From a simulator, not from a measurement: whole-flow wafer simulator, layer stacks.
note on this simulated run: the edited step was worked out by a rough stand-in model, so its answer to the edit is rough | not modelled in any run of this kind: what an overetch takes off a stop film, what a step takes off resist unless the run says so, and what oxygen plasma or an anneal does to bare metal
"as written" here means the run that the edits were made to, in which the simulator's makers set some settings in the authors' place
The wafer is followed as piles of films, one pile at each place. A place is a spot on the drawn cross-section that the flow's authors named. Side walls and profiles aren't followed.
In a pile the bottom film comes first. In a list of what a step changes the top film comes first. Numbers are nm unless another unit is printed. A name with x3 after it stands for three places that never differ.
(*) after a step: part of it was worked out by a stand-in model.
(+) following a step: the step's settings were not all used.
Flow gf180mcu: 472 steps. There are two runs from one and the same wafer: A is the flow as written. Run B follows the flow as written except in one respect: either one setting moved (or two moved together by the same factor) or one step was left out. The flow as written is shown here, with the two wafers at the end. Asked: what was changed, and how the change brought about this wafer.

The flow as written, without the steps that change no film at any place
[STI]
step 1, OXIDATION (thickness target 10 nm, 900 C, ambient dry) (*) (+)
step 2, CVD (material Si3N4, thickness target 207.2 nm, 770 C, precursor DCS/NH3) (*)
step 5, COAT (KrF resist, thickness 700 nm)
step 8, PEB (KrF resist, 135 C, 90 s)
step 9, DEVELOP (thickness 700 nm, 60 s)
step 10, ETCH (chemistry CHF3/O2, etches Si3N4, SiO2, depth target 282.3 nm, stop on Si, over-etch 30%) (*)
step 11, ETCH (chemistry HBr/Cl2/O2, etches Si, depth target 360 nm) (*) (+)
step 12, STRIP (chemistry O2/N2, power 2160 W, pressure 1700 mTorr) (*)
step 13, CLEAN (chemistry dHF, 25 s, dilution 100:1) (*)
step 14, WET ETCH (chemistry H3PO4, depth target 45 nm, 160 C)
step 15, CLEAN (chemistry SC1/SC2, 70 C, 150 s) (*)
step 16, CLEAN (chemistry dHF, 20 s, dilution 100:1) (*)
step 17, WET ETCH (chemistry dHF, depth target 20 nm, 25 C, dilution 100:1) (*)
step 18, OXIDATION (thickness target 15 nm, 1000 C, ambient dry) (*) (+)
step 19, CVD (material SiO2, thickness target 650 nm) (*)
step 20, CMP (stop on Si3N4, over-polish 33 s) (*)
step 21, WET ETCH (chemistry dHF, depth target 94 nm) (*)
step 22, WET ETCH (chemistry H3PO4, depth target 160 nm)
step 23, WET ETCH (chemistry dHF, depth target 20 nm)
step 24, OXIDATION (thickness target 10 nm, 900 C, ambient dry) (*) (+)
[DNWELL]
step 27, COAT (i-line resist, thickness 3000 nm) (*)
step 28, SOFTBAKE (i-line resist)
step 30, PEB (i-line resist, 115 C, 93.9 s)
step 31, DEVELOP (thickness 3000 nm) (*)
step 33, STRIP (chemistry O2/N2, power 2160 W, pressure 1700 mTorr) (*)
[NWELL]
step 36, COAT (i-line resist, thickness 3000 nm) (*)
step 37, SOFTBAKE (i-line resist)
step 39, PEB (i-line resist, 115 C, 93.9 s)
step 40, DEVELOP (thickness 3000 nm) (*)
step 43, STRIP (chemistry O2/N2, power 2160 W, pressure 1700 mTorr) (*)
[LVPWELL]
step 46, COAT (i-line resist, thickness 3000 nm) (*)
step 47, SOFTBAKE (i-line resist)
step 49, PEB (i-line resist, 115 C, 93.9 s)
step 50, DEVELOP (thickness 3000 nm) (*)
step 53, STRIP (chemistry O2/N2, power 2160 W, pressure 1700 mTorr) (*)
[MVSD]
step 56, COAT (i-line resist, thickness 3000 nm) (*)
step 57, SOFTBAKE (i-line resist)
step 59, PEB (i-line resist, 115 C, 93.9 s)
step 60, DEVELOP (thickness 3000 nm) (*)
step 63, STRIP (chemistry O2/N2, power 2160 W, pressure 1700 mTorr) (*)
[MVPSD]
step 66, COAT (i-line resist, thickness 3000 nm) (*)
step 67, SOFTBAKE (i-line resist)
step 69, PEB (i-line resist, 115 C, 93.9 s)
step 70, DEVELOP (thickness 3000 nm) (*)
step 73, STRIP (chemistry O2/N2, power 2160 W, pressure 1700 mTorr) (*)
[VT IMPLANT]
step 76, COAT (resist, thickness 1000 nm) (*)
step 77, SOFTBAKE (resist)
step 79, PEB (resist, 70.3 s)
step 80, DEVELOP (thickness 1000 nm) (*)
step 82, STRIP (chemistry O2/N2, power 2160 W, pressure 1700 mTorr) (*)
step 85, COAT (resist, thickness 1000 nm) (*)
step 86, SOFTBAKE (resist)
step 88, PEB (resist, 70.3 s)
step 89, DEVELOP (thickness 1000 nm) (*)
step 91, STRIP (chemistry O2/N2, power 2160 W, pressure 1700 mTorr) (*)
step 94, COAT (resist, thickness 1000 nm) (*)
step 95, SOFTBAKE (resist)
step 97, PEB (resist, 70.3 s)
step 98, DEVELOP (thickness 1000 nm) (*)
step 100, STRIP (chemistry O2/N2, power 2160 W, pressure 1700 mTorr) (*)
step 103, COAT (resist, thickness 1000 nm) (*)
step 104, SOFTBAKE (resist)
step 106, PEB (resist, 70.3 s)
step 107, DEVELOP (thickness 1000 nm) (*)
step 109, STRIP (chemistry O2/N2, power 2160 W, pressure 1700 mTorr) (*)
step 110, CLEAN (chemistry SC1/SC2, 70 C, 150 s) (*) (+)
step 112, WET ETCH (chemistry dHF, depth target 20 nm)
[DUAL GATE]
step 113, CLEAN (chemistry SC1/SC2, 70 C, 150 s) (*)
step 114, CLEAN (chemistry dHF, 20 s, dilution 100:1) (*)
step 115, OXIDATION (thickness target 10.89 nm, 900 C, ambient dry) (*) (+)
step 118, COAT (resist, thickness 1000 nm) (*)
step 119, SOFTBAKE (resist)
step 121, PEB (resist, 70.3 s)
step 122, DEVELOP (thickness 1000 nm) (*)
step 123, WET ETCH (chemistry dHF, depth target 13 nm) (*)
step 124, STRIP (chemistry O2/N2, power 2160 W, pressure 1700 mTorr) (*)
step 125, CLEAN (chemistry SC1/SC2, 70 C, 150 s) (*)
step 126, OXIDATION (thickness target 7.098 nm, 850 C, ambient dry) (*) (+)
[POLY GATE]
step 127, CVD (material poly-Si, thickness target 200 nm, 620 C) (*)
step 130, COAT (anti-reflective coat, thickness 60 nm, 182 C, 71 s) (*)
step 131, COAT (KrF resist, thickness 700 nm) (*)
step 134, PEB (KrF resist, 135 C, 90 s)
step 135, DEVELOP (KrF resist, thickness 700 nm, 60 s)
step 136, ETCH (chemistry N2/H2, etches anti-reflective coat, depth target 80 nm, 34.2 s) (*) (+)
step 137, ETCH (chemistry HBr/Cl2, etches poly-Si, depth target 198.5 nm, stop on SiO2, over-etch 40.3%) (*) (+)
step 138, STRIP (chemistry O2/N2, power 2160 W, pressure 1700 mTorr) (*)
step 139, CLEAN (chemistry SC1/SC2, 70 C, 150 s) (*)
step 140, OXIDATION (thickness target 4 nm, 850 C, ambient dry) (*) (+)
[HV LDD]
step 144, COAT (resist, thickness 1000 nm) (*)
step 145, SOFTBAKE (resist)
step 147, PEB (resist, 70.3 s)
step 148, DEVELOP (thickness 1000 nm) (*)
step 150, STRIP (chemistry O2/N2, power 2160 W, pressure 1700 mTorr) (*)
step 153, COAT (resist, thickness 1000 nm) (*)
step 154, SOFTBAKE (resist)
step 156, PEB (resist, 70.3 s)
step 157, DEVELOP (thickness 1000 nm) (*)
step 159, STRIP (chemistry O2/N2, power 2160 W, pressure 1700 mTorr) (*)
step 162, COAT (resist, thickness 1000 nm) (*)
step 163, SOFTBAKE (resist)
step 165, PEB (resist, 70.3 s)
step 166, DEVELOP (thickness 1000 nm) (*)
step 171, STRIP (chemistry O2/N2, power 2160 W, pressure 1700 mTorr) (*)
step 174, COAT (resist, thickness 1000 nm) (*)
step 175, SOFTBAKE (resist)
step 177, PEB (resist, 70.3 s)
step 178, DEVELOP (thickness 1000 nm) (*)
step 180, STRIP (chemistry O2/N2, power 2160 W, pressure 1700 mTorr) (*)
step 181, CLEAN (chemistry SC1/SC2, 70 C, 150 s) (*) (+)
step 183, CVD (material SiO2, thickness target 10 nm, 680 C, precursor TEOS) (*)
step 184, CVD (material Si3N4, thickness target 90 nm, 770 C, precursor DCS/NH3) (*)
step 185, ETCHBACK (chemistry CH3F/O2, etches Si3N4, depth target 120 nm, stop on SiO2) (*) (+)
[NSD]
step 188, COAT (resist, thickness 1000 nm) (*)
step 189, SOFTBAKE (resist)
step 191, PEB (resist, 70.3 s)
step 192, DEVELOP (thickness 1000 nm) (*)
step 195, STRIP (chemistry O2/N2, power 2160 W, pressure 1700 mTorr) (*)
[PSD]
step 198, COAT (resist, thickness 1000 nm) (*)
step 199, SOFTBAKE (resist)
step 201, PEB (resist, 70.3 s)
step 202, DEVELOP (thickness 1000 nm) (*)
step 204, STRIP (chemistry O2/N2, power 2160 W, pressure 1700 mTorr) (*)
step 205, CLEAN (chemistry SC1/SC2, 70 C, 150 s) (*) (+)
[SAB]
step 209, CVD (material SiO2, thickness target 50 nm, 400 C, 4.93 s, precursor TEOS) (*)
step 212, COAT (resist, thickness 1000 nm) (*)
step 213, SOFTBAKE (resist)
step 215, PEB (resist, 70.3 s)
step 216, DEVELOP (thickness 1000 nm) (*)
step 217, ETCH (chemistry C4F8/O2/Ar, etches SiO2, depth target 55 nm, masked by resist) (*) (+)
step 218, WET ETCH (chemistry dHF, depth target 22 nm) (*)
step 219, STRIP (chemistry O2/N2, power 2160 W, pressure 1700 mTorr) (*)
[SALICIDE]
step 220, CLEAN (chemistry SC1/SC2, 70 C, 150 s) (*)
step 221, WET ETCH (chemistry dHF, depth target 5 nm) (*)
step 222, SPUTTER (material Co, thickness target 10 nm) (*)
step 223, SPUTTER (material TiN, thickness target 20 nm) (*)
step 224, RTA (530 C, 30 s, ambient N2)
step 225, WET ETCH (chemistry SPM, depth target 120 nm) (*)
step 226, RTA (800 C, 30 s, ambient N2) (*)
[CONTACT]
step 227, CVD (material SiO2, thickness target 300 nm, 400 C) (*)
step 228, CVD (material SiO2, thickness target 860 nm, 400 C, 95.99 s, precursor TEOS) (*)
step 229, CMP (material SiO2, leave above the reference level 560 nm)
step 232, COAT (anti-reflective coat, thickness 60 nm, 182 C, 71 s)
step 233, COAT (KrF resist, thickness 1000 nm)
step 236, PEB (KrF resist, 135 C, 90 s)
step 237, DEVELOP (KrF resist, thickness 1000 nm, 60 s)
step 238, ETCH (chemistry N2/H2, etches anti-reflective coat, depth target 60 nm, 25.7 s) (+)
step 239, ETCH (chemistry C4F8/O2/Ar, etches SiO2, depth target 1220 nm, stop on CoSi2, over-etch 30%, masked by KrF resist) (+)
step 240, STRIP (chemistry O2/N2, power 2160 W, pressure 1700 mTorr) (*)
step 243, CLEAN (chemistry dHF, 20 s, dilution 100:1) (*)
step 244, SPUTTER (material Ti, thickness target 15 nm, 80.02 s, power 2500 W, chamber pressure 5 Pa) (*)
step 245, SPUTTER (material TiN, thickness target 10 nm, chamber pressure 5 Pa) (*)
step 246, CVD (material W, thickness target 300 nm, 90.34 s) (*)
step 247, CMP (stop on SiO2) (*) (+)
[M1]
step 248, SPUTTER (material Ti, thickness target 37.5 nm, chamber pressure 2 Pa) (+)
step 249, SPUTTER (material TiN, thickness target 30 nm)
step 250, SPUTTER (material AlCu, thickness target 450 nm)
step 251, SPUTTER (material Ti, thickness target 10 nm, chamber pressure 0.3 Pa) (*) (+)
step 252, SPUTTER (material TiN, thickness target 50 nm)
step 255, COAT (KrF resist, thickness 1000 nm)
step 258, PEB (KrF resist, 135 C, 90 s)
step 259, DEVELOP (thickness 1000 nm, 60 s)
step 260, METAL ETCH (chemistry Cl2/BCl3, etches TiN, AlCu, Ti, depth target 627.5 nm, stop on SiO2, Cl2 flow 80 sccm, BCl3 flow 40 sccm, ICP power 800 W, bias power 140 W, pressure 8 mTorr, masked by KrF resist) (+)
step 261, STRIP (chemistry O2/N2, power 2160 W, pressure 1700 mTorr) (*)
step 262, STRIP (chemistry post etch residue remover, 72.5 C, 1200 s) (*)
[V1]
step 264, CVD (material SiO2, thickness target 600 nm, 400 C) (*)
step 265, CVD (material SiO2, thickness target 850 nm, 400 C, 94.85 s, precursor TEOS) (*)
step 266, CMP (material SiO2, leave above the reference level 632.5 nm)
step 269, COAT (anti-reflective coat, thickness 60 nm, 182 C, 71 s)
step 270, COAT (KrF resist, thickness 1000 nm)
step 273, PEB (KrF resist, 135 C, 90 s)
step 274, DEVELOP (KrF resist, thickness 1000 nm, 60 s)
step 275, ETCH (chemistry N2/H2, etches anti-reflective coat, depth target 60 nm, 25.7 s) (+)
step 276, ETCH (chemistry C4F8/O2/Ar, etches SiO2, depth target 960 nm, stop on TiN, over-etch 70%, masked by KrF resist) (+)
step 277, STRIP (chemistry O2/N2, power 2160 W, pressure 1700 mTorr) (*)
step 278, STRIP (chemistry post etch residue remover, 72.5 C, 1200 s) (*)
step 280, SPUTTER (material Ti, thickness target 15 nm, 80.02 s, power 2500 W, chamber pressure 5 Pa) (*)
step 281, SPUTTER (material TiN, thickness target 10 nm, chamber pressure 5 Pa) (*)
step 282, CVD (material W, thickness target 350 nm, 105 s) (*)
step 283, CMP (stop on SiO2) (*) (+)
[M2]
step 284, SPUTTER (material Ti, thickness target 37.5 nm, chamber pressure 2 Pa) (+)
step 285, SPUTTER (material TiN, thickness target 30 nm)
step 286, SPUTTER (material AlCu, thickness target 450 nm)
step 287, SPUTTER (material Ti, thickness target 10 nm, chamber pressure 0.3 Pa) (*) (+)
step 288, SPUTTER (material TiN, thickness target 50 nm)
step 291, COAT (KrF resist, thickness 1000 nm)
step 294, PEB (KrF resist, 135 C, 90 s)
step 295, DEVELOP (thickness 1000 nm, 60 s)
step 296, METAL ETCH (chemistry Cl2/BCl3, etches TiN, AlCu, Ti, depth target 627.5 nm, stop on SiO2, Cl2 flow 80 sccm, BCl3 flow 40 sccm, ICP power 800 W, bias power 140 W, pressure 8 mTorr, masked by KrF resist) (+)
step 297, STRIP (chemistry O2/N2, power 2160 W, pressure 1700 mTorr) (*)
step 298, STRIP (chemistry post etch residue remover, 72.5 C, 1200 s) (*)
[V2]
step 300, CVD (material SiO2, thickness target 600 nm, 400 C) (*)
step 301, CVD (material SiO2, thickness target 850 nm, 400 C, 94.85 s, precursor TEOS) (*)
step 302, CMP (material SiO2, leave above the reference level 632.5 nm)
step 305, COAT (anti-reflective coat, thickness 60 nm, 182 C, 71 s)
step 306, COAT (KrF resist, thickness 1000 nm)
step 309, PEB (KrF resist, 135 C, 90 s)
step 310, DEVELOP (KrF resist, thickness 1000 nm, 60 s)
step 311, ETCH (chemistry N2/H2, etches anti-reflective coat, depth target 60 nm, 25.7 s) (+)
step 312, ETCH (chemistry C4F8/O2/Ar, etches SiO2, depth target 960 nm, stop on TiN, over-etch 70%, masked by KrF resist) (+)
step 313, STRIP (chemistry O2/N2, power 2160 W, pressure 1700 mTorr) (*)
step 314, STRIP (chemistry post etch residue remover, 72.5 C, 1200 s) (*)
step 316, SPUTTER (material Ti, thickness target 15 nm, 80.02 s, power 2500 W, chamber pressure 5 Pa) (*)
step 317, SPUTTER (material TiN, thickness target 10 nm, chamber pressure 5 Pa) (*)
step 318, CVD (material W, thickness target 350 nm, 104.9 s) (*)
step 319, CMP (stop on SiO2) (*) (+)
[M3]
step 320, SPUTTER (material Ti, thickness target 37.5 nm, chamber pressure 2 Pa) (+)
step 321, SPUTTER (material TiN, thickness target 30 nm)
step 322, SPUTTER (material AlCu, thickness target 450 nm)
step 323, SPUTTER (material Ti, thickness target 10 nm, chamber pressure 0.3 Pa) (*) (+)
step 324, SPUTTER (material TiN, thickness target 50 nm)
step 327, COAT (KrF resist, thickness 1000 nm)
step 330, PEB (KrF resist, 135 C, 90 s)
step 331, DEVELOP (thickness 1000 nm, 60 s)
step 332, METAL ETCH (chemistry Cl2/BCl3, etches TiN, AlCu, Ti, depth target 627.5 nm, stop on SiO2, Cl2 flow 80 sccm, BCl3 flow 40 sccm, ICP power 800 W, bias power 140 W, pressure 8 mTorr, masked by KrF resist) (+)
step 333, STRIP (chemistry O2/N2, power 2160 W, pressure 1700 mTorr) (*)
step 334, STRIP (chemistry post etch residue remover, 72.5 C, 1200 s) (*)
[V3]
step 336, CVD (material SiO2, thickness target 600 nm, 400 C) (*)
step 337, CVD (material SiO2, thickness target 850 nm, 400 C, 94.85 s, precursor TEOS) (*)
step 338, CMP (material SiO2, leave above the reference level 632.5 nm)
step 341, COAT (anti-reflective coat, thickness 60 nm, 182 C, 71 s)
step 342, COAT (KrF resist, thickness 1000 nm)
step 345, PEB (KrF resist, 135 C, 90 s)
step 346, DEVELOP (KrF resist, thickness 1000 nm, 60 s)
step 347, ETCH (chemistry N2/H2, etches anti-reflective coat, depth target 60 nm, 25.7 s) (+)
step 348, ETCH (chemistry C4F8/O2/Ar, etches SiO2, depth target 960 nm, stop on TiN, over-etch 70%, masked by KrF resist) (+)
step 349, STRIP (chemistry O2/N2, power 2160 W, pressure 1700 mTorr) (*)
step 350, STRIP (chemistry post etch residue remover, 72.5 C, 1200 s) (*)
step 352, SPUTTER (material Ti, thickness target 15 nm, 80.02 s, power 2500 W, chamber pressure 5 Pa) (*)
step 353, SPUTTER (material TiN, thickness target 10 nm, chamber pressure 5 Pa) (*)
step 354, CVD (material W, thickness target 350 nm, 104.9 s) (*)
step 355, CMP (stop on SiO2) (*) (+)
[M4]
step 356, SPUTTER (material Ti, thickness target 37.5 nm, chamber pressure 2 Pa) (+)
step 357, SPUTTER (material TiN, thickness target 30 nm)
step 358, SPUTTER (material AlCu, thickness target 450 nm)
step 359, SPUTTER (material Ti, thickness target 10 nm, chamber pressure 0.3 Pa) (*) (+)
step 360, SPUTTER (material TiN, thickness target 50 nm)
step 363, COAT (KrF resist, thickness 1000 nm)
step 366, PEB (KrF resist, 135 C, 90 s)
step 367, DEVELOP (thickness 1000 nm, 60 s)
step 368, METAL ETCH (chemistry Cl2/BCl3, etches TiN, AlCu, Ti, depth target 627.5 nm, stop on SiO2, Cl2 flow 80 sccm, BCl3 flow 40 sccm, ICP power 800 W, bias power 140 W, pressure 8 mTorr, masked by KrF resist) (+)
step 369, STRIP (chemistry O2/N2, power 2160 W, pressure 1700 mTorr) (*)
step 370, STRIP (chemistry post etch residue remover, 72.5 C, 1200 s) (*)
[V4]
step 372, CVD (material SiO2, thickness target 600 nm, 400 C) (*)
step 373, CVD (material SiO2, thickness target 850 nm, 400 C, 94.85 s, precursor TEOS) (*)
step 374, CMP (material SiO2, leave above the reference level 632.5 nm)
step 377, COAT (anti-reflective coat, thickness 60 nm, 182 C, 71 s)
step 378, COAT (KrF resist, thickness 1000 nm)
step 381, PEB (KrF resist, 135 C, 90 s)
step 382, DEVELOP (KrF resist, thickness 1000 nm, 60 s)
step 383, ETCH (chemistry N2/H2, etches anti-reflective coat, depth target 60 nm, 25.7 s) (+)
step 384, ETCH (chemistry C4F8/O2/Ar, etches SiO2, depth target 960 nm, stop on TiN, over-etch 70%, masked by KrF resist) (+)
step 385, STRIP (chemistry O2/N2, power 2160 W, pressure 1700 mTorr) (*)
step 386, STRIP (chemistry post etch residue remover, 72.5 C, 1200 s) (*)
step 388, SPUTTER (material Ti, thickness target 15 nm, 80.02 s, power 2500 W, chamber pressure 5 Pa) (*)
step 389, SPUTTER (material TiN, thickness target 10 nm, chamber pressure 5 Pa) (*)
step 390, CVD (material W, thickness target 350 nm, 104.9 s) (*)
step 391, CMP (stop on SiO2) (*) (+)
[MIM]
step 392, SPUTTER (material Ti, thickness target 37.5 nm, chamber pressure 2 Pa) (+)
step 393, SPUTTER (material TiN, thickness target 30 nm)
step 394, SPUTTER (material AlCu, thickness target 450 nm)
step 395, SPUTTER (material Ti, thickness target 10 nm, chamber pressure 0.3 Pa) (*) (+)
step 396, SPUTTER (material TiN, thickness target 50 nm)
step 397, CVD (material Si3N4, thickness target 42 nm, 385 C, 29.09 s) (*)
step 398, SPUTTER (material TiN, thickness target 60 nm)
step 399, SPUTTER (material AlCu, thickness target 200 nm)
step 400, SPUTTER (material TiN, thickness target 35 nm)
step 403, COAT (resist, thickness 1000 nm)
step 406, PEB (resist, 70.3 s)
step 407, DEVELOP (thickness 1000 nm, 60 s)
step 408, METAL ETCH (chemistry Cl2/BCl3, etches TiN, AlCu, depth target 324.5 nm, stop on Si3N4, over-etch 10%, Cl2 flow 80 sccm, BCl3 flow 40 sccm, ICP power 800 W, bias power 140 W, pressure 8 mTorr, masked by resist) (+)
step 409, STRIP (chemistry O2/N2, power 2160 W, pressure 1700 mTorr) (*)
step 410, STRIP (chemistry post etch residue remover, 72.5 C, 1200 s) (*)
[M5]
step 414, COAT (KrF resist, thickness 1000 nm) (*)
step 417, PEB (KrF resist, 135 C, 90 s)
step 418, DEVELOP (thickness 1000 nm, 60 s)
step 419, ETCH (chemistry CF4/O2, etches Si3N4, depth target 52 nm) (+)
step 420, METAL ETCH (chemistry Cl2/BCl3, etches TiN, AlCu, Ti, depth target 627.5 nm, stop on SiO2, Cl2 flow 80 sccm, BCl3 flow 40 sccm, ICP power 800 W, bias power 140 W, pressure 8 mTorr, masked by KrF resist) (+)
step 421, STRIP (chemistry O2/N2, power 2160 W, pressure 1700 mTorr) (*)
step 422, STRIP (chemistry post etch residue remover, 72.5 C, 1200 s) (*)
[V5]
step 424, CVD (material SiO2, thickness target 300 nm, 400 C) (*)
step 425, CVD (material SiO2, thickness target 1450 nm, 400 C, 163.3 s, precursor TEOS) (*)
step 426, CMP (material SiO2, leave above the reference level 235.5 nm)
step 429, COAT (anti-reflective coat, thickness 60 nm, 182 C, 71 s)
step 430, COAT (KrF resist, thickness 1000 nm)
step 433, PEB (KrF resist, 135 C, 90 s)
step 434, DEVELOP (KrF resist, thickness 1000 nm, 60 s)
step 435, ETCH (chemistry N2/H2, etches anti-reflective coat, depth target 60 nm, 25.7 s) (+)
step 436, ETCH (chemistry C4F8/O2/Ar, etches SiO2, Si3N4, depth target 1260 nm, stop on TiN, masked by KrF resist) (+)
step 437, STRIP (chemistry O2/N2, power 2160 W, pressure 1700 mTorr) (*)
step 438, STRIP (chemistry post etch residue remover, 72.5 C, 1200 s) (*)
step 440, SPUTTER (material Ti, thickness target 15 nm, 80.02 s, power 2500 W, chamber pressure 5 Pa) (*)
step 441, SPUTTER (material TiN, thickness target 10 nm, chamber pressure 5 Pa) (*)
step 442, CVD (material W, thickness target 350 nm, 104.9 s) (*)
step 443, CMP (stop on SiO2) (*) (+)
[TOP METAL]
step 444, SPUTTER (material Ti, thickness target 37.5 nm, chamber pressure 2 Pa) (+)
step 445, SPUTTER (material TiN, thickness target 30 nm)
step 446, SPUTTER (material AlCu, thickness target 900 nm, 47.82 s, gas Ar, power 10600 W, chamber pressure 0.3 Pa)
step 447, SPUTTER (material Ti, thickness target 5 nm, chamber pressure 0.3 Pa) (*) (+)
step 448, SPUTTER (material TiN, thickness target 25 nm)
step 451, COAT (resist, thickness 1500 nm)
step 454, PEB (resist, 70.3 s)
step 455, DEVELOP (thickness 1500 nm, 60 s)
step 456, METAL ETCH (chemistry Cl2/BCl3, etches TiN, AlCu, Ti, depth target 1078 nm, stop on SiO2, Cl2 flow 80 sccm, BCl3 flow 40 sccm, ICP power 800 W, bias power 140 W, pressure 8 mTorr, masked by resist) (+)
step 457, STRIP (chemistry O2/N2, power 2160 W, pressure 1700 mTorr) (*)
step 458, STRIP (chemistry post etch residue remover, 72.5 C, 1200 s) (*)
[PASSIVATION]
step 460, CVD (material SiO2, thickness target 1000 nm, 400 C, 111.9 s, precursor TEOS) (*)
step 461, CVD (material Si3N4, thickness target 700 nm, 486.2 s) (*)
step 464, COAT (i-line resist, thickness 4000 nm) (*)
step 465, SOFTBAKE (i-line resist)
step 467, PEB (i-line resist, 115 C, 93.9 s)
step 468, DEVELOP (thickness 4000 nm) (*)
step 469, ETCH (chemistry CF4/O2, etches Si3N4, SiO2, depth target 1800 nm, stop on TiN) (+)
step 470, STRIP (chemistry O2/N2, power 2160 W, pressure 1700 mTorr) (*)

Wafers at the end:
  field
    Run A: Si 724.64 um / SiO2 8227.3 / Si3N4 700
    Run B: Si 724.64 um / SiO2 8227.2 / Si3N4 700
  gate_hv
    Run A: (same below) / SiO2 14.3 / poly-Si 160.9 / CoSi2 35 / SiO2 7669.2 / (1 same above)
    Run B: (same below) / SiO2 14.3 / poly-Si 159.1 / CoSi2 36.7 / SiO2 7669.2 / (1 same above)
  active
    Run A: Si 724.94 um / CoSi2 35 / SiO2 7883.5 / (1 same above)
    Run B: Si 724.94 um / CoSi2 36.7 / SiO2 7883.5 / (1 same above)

Cause: step 222, SPUTTER: thickness target 10.5 nm was run, while the flow as written has thickness target 10 nm.

The path from the change to this, step by step:
  step 222, SPUTTER (material Co, thickness target 10 nm) (*)
      nw_enc_fld, nw_enc_fld__w1: A Co gains 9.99 (new film) | B Co gains 10.5 (new film)
      field__w5: A Co gains 9.67 (new film) | B Co gains 10.2 (new film)
      (also at 3 further places)
  step 223, SPUTTER (material TiN, thickness target 20 nm) (*)
      field__w12: A TiN gains 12 (new film) | B TiN gains 12.6 (new film)
  step 224, RTA (530 C, 30 s, ambient N2)
      gate, gate_hv, gate_p and 22 more: A under 1 film: CoSi gains 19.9 (new film), Co loses 10 (all of it), poly-Si loses 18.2 | B under 1 film: CoSi gains 20.9 (new film), Co loses 10.5 (all of it), poly-Si loses 19.1
      active, p_well, sd_n and 11 more: A under 1 film: CoSi gains 19.9 (new film), Co loses 10 (all of it), Si loses 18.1 | B under 1 film: CoSi gains 20.9 (new film), Co loses 10.5 (all of it), Si loses 19
      (also at 10 further places)
  step 225, WET ETCH (chemistry SPM, depth target 120 nm) (*)
      nw_enc_fld, nw_enc_fld__w1: A TiN loses 20 (all of it), Co loses 9.99 (all of it) | B TiN loses 20 (all of it), Co loses 10.5 (all of it)
      field__w5: A TiN loses 19.3 (all of it), Co loses 9.67 (all of it) | B TiN loses 19.3 (all of it), Co loses 10.2 (all of it)
      (also at 3 further places)
  step 226, RTA (800 C, 30 s, ambient N2) (*)
      gate, gate_hv, gate_p and 22 more: A CoSi2 gains 35 (new film), CoSi loses 19.9 (all of it), poly-Si loses 18.2 | B CoSi2 gains 36.7 (new film), CoSi loses 20.9 (all of it), poly-Si loses 19.1
      active, p_well, sd_n and 11 more: A CoSi2 gains 35 (new film), CoSi loses 19.9 (all of it), Si loses 18.1 | B CoSi2 gains 36.7 (new film), CoSi loses 20.9 (all of it), Si loses 19
      (also at 10 further places)
